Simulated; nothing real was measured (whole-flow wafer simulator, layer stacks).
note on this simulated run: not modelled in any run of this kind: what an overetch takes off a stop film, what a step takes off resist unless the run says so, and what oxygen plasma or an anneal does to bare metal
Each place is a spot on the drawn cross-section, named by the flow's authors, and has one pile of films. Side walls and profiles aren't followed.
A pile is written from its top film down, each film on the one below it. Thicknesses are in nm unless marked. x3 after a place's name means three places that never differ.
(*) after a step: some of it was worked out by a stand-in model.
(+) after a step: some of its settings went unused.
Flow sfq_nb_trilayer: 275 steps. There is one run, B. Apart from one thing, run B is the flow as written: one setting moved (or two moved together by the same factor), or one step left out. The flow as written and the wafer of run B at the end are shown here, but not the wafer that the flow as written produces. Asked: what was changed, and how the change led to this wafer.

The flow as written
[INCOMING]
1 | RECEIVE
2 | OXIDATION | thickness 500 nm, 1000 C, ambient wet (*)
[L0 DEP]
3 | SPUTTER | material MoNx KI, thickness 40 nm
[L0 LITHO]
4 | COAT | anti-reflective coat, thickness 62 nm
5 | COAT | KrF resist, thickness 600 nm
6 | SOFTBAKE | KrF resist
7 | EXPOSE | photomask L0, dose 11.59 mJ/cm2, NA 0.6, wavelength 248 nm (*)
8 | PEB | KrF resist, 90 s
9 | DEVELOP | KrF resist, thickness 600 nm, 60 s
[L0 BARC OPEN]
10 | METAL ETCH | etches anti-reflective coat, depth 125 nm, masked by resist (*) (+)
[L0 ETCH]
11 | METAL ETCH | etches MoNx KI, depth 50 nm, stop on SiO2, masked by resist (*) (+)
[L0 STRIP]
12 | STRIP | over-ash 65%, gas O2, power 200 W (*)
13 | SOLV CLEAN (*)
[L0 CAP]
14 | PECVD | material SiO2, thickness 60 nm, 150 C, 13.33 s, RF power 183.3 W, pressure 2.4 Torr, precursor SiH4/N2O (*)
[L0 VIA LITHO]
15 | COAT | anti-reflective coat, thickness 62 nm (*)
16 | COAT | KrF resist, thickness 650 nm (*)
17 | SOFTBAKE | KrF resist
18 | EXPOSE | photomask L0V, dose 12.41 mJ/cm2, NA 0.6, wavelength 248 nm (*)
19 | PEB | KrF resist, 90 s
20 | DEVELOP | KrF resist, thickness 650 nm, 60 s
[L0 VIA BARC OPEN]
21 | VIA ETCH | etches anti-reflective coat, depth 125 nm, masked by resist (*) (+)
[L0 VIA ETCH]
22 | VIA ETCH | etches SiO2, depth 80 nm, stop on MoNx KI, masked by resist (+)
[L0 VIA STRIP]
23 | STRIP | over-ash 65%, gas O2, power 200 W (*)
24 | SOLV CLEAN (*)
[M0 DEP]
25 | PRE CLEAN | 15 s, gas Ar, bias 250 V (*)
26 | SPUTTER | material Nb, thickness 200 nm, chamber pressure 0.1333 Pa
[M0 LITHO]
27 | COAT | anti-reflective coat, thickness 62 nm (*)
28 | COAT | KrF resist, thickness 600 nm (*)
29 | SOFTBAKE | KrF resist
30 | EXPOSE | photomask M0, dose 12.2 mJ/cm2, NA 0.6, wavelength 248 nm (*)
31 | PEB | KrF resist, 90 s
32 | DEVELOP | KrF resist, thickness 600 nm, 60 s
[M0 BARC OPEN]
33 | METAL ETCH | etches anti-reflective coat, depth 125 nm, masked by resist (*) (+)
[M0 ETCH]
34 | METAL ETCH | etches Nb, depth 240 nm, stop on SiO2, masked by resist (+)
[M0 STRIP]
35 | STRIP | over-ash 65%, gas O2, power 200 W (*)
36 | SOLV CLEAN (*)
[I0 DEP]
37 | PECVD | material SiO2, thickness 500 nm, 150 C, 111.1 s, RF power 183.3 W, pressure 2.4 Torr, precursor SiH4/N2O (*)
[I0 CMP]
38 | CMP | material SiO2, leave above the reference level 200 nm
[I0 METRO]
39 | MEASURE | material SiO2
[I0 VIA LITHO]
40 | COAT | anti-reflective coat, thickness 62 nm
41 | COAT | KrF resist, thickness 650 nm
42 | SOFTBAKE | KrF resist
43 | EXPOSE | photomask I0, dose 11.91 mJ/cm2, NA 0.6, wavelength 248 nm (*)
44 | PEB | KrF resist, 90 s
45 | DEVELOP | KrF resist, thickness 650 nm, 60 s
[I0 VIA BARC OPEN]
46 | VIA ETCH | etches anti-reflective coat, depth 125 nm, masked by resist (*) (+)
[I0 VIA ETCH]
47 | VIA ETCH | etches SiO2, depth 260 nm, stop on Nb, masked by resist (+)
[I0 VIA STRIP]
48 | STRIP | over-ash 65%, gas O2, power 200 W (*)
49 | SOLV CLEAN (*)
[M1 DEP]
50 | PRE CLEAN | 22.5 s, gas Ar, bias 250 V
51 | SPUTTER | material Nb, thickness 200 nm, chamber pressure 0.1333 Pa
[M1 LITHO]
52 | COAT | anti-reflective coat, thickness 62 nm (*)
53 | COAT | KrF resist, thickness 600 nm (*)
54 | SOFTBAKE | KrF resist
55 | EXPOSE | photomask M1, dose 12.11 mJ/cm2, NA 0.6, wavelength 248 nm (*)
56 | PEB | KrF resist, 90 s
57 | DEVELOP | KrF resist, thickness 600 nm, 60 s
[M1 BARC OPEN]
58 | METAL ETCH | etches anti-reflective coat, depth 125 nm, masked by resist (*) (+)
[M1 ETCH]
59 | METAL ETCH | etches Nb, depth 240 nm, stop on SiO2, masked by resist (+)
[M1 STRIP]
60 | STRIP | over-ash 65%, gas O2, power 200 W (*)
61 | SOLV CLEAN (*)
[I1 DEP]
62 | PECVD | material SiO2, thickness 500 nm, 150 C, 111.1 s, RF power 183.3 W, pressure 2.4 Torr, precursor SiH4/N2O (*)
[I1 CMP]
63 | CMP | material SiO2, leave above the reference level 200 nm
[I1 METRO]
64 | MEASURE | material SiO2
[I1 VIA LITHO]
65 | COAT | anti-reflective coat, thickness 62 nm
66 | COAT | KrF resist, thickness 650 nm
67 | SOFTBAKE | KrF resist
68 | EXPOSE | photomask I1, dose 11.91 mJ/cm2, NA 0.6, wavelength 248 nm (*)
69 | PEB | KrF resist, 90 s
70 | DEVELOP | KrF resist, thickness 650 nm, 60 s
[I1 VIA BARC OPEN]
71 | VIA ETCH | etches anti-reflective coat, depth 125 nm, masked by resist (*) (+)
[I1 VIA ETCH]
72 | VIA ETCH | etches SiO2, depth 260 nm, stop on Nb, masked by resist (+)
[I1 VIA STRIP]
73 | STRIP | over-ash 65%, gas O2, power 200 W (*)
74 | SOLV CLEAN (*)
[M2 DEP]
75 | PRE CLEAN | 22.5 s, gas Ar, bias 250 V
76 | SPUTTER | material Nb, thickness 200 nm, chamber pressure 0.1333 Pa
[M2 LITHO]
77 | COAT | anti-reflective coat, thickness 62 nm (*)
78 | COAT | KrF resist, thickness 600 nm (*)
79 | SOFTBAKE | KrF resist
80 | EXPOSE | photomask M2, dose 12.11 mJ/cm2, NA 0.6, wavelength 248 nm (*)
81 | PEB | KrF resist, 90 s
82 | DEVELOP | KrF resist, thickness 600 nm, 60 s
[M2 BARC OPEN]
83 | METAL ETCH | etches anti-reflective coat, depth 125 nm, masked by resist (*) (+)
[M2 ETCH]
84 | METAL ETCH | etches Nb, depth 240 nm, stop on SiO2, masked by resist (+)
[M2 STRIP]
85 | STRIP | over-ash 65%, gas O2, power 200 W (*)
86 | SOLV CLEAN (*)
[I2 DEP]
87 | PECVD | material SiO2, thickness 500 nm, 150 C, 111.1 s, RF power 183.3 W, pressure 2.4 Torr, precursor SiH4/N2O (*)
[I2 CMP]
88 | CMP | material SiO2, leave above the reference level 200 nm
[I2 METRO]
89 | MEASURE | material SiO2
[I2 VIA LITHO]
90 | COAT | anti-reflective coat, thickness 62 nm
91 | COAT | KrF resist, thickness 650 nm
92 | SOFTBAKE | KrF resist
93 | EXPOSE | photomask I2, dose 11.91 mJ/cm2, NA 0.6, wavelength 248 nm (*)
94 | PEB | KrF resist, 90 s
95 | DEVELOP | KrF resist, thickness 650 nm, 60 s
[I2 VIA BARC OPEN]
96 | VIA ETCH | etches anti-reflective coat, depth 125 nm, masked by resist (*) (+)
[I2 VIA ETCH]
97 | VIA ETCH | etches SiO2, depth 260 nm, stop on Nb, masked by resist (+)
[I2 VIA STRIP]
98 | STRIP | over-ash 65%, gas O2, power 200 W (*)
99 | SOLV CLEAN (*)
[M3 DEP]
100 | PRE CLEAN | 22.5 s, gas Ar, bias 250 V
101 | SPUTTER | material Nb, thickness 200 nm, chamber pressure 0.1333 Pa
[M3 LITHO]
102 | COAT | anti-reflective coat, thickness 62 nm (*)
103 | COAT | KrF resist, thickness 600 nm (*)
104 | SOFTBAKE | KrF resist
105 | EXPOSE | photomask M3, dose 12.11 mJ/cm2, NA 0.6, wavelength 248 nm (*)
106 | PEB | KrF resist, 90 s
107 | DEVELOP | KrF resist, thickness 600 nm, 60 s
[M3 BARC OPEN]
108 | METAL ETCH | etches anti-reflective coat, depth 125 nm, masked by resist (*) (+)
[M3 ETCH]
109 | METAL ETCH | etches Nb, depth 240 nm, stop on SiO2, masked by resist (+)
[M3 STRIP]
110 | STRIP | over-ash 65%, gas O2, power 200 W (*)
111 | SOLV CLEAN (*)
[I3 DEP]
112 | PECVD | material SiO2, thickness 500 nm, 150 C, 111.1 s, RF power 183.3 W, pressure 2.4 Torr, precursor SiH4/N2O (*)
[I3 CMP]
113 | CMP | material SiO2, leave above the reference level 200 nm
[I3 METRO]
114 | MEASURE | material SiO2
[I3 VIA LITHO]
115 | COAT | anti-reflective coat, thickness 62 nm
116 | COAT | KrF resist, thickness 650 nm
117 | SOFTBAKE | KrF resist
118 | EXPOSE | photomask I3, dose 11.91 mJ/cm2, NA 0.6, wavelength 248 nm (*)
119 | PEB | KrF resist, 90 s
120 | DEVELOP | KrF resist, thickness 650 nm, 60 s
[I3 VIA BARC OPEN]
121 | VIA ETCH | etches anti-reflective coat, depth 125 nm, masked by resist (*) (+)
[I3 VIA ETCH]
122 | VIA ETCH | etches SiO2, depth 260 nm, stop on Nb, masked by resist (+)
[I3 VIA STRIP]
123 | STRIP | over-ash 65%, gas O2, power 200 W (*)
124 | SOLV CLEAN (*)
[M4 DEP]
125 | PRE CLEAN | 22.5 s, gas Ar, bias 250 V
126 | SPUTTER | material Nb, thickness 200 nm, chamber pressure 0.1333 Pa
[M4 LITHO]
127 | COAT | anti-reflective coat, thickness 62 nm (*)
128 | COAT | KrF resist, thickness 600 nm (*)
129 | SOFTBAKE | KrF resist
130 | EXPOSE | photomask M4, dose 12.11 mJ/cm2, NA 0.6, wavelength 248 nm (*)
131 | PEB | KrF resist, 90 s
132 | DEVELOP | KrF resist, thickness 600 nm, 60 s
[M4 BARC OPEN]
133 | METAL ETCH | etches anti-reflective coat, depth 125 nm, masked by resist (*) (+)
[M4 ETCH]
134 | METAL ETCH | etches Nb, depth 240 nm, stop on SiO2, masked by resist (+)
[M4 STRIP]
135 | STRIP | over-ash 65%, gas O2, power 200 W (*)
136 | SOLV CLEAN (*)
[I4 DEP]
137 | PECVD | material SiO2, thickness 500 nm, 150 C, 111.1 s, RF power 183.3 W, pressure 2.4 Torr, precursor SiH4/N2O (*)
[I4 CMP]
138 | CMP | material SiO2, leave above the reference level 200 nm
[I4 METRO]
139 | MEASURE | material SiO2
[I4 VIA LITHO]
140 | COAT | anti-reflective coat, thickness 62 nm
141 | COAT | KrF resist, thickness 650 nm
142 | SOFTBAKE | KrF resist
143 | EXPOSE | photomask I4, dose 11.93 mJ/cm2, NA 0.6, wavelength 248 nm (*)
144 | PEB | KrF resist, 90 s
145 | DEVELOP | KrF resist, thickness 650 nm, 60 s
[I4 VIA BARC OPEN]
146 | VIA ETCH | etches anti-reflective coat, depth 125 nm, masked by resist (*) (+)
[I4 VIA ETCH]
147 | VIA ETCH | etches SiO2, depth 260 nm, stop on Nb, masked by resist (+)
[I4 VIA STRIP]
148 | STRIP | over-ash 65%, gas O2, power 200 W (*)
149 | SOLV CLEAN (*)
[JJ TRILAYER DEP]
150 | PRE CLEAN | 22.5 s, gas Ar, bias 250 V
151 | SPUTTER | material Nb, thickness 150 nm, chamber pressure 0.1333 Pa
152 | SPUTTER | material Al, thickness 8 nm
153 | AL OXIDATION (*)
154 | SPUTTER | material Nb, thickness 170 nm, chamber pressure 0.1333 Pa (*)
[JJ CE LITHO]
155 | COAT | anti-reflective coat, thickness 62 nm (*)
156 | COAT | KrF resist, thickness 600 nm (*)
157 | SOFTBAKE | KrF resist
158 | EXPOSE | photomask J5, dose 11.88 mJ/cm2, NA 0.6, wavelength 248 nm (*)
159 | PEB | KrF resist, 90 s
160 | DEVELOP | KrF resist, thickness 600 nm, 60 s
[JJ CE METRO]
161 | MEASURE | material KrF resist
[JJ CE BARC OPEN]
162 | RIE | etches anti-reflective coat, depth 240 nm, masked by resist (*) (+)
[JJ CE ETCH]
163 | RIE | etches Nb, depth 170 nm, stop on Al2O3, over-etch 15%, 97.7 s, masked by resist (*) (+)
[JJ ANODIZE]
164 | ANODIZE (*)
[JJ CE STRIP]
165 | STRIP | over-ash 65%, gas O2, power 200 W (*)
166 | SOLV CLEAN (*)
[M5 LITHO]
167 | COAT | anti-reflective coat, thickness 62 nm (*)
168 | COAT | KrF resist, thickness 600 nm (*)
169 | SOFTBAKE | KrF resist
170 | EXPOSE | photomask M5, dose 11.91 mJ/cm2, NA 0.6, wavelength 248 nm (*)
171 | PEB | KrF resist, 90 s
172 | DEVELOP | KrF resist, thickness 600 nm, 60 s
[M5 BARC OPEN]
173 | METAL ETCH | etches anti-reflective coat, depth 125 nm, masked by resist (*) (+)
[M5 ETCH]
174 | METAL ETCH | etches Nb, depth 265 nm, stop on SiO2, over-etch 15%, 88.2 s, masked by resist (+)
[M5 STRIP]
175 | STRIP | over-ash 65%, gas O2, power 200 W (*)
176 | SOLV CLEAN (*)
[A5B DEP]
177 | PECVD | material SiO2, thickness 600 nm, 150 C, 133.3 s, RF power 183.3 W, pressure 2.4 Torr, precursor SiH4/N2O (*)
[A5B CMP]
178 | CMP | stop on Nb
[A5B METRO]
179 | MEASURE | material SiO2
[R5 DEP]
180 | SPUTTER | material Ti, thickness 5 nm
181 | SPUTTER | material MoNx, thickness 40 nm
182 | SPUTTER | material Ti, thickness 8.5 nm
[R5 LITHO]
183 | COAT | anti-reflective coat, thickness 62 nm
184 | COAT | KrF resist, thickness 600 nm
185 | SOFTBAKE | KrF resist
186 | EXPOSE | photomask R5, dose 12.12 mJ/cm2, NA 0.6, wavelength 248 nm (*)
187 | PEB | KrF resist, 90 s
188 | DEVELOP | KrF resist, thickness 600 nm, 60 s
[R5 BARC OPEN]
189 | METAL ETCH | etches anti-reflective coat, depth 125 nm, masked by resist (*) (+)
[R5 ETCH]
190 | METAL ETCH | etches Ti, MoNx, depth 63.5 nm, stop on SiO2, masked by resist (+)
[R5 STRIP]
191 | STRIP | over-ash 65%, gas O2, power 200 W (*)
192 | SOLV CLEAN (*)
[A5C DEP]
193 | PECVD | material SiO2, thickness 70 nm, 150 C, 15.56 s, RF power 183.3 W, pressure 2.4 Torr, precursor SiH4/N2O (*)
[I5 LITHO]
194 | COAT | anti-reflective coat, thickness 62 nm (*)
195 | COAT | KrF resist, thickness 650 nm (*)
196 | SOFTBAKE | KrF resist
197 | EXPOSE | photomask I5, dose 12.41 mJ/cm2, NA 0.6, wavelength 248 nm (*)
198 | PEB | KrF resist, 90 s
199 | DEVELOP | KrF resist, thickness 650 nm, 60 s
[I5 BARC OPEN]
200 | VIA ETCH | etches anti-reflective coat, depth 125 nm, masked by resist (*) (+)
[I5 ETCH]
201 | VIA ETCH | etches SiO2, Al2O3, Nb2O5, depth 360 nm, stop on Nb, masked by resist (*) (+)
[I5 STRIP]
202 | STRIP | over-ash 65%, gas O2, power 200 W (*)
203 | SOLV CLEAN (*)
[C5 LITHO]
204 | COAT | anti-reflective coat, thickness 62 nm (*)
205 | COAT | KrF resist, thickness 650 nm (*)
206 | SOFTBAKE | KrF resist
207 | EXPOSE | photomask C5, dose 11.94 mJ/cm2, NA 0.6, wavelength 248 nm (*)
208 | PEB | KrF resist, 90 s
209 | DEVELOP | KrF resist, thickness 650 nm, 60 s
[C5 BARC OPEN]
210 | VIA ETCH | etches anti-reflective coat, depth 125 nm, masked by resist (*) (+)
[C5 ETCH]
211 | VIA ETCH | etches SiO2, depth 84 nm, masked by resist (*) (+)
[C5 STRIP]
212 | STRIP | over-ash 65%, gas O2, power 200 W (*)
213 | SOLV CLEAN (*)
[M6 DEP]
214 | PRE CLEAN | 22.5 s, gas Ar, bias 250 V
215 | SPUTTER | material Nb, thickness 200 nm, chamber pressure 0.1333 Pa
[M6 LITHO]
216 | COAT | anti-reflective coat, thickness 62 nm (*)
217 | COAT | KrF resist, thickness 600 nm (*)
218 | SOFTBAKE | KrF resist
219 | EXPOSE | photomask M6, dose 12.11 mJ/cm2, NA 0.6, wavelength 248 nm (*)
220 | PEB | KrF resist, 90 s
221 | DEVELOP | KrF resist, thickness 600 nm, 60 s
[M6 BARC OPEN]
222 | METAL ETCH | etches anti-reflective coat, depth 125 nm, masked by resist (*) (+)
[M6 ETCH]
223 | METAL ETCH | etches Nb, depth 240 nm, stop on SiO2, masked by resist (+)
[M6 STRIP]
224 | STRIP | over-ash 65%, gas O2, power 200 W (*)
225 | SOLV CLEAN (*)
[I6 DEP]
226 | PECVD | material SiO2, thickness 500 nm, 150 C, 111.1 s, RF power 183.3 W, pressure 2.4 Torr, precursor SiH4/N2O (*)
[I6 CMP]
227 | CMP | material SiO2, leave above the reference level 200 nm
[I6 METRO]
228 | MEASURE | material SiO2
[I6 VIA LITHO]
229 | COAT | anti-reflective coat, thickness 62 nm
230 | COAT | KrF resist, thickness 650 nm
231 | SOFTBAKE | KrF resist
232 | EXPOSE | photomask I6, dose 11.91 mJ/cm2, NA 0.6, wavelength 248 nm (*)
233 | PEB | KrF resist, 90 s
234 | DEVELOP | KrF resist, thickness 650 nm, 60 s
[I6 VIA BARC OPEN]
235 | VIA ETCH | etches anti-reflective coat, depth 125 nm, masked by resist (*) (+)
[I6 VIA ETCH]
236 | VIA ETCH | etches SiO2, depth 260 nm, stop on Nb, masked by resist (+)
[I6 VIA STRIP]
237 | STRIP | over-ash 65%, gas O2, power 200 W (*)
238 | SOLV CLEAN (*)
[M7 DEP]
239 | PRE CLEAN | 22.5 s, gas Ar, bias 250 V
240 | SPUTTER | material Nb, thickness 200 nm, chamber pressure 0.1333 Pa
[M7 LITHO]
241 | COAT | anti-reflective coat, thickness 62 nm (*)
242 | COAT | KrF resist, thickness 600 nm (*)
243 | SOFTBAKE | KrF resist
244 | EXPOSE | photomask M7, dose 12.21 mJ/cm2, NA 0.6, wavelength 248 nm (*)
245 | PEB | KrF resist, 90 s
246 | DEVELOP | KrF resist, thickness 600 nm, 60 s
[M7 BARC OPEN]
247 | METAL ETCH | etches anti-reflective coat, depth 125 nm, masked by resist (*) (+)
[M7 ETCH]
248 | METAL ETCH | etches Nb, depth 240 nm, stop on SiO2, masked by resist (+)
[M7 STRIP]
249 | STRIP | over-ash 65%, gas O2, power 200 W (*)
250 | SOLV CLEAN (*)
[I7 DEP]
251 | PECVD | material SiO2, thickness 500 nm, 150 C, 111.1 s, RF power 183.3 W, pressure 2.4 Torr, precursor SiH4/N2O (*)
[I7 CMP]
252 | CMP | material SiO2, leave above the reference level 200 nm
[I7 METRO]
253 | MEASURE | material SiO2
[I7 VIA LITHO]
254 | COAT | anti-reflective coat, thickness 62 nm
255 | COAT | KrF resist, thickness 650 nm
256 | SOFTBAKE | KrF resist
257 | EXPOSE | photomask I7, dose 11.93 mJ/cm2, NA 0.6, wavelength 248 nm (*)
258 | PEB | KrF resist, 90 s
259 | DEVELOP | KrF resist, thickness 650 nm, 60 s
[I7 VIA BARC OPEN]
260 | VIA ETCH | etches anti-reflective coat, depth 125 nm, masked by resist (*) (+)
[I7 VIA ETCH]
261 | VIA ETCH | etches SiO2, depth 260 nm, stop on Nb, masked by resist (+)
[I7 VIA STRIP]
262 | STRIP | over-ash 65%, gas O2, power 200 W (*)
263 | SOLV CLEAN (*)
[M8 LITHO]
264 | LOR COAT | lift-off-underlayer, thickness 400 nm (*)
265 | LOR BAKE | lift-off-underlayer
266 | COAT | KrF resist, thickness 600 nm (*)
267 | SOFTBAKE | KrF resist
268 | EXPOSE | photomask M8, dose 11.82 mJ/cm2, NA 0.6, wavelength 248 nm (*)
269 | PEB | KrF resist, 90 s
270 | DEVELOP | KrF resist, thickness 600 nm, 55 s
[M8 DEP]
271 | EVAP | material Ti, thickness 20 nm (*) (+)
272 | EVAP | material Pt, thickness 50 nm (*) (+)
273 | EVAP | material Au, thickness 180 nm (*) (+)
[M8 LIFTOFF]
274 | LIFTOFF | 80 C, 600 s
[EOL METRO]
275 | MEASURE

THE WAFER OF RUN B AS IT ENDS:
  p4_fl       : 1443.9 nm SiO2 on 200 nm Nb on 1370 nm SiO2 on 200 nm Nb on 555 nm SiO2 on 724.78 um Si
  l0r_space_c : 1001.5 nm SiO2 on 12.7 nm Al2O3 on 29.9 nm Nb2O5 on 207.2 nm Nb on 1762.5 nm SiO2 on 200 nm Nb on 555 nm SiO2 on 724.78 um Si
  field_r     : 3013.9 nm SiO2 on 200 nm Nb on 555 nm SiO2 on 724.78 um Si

What caused this: step 151, SPUTTER: thickness 218 nm was run, while the flow as written has thickness 150 nm.

Step by step, how the change led to this:
  151 | SPUTTER | material Nb, thickness 150 nm, chamber pressure 0.1333 Pa
      field_l, v_sur, via_sp and 100 more: Nb gains 218 (new film) (it would be, as written: Nb gains 150 (new film))
      via_wl, via_w, via_wr: Nb gains 190.3 (it would be, as written: Nb gains 130.4)
  152 | SPUTTER | material Al, thickness 8 nm
      via_wl, via_wr: Al gains 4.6 (new film) (it would be, as written: Al gains 5.14 (new film))
  154 | SPUTTER | material Nb, thickness 170 nm, chamber pressure 0.1333 Pa (*)
      via_wl, via_wr: Nb gains 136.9 (new film) (it would be, as written: Nb gains 140.7 (new film))
      via_w: Nb gains 137.3 (new film) (it would be, as written: Nb gains 141 (new film))
  155 | COAT | anti-reflective coat, thickness 62 nm (*)
      via_wl, via_wr: anti-reflective coat gains 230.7 (new film) (it would be, as written: anti-reflective coat gains 209.4 (new film))
      via_w: anti-reflective coat gains 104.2 (new film) (it would be, as written: anti-reflective coat gains 97.4 (new film))
  162 | RIE | etches anti-reflective coat, depth 240 nm, masked by resist (*) (+)
      ce_l, c5j, ce_r, wl_jj: KrF resist loses 230.7 (it would be, as written: KrF resist loses 209.4)
      via_wl, via_wr: anti-reflective coat loses 230.7 (all of it) (it would be, as written: anti-reflective coat loses 209.4 (all of it))
      (also at 1 further place)
  163 | RIE | etches Nb, depth 170 nm, stop on Al2O3, over-etch 15%, 97.7 s, masked by resist (*) (+)
      via_wl, via_wr: Nb loses 136.9 (all of it), Al2O3 loses 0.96 (all of it) (it would be, as written: Nb loses 140.7 (all of it), Al2O3 loses 0.96 (all of it))
      via_w: Nb loses 137.3 (all of it), Al2O3 loses 0.96 (all of it) (it would be, as written: Nb loses 141 (all of it), Al2O3 loses 0.96 (all of it))
  164 | ANODIZE (*)
      via_wl, via_wr: Al2O3 gains 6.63 (new film), Nb2O5 gains 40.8 (new film), Al loses 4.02 (all of it), Nb loses 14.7 (it would be, as written: Al2O3 gains 7.52 (new film), Nb2O5 gains 39.2 (new film), Al loses 4.56 (all of it), Nb loses 14.1)
      via_w: Al2O3 gains 10.4 (new film), Nb2O5 gains 34.1 (new film), Al loses 6.29 (all of it), Nb loses 12.3 (it would be, as written: Al2O3 gains 10.8 (new film), Nb2O5 gains 33.3 (new film), Al loses 6.54 (all of it), Nb loses 12)
  165 | STRIP | over-ash 65%, gas O2, power 200 W (*)
      ce_l: KrF resist loses 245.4 (all of it), anti-reflective coat loses 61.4 (all of it) (it would be, as written: KrF resist loses 266.8 (all of it), anti-reflective coat loses 61.4 (all of it))
      c5j: KrF resist loses 245.5 (all of it), anti-reflective coat loses 61.5 (all of it) (it would be, as written: KrF resist loses 266.9 (all of it), anti-reflective coat loses 61.5 (all of it))
      (also at 2 further places)
  167 | COAT | anti-reflective coat, thickness 62 nm (*)
      v_sur: anti-reflective coat gains 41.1 (new film) (it would be, as written: anti-reflective coat gains 44.9 (new film))
      via_wl: anti-reflective coat gains 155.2 (new film) (it would be, as written: anti-reflective coat gains 170.5 (new film))
      (also at 3 further places)
  168 | COAT | KrF resist, thickness 600 nm (*)
      via_wl: KrF resist gains 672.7 (new film) (it would be, as written: KrF resist gains 656 (new film))
      via_wr: KrF resist gains 673.5 (new film) (it would be, as written: KrF resist gains 656.6 (new film))
  174 | METAL ETCH | etches Nb, depth 265 nm, stop on SiO2, over-etch 15%, 88.2 s, masked by resist (+)
      field_l, r_sur, res and 49 more: Al2O3 loses 12.6 (all of it), Nb2O5 loses 29.9 (all of it), Nb loses 207.2 (all of it), SiO2 loses 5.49 (it would be, as written: Al2O3 loses 12.6 (all of it), Nb2O5 loses 29.9 (all of it), Nb loses 139.2 (all of it), SiO2 loses 12.3)
      wl_a_sl: Al2O3 loses 12.6 (all of it), Nb2O5 loses 29.9 (all of it), Nb loses 207.2 (all of it), SiO2 loses 5.5 (it would be, as written: Al2O3 loses 12.6 (all of it), Nb2O5 loses 29.9 (all of it), Nb loses 139.2 (all of it), SiO2 loses 12.3)
  175 | STRIP | over-ash 65%, gas O2, power 200 W (*)
      v_sur: KrF resist loses 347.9 (all of it), anti-reflective coat loses 41.1 (all of it) (it would be, as written: KrF resist loses 349.2 (all of it), anti-reflective coat loses 44.9 (all of it))
      via_wl: KrF resist loses 443.7 (all of it), anti-reflective coat loses 155.2 (all of it) (it would be, as written: KrF resist loses 427 (all of it), anti-reflective coat loses 170.5 (all of it))
      (also at 3 further places)
  178 | CMP | stop on Nb
      field_l, p4_fl, p4_fm and 39 more: SiO2 loses 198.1 (it would be, as written: SiO2 loses 259.3)
      r_sur, res, r_end, moat, field_r, lsp_l: SiO2 loses 188.8 (it would be, as written: SiO2 loses 252.3)
      (also at 8 further places)
